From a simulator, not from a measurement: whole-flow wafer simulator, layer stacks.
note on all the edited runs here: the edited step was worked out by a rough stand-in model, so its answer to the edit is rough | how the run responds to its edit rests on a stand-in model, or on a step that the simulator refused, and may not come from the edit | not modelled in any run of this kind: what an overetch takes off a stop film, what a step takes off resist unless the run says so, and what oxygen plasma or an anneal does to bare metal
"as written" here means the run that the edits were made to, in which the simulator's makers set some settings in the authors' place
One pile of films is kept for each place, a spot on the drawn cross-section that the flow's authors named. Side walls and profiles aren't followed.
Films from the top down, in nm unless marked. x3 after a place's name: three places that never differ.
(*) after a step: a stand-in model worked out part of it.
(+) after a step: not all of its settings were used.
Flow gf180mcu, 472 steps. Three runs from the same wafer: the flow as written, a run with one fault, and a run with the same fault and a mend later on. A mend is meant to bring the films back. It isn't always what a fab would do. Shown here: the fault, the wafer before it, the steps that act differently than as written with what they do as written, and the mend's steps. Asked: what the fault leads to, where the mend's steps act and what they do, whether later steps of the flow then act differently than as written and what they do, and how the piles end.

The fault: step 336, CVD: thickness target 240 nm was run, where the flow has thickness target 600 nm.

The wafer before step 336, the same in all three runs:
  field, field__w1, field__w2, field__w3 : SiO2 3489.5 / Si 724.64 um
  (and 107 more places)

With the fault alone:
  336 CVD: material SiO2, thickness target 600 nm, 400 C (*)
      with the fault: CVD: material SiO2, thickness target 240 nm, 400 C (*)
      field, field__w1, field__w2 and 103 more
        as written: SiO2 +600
        with the fault: SiO2 +240
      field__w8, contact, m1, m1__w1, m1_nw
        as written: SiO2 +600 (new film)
        with the fault: SiO2 +240 (new film)
  Later steps of the flow that act differently than as written (8 more steps differ only slightly, by at most 2% or 0.5 nm, whichever is larger, and aren't shown):
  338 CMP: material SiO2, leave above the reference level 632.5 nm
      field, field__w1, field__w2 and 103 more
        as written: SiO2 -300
        with the fault: nothing
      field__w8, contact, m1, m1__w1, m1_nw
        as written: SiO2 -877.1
        with the fault: SiO2 -517.1
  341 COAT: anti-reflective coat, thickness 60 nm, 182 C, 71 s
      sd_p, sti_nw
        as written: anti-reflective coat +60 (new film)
        with the fault: anti-reflective coat +72.4 (new film)
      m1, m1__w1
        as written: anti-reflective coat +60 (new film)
        with the fault: anti-reflective coat +33.6 (new film)
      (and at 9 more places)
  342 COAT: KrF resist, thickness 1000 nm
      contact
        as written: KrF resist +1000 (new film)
        with the fault: KrF resist +978.6 (new film)
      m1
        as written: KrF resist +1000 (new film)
        with the fault: KrF resist +976.4 (new film)
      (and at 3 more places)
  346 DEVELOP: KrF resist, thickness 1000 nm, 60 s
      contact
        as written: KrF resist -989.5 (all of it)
        with the fault: KrF resist -968.2 (all of it)
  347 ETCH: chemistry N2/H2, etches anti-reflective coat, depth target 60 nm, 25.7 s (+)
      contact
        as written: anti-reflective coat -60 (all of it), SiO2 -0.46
        with the fault: anti-reflective coat -30.9 (all of it), SiO2 -1.21
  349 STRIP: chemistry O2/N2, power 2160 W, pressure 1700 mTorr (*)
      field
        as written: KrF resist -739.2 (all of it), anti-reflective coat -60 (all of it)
        with the fault: KrF resist -727.9 (all of it), anti-reflective coat -84 (all of it)
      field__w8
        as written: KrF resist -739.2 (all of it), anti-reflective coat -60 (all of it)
        with the fault: KrF resist -732.7 (all of it), anti-reflective coat -27.9 (all of it)
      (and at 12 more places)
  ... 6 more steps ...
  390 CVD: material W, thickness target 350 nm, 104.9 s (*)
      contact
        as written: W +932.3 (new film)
        with the fault: W +990.4 (new film)
  At the end the piles differ from the flow's by more than 2% or 0.5 nm, whichever is larger, at contact.
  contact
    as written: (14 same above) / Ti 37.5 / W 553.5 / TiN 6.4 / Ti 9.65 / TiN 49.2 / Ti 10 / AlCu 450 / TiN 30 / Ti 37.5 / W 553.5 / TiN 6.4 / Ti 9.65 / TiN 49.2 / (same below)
    with the fault: (14 same above) / Ti 37.5 / W 611.6 / TiN 6.42 / Ti 9.33 / TiN 49.2 / Ti 10 / AlCu 450 / TiN 30 / Ti 37.5 / W 492.9 / TiN 6.64 / Ti 10 / TiN 49.2 / (same below)

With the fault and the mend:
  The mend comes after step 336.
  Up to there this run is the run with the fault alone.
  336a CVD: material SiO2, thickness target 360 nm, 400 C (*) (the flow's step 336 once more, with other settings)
      field, field__w1, field__w2 and 108 more
        SiO2 +360
  No later step of the flow acts differently than as written at any place that is followed.
  At the end the piles are the same as the flow's at every place that both follow.
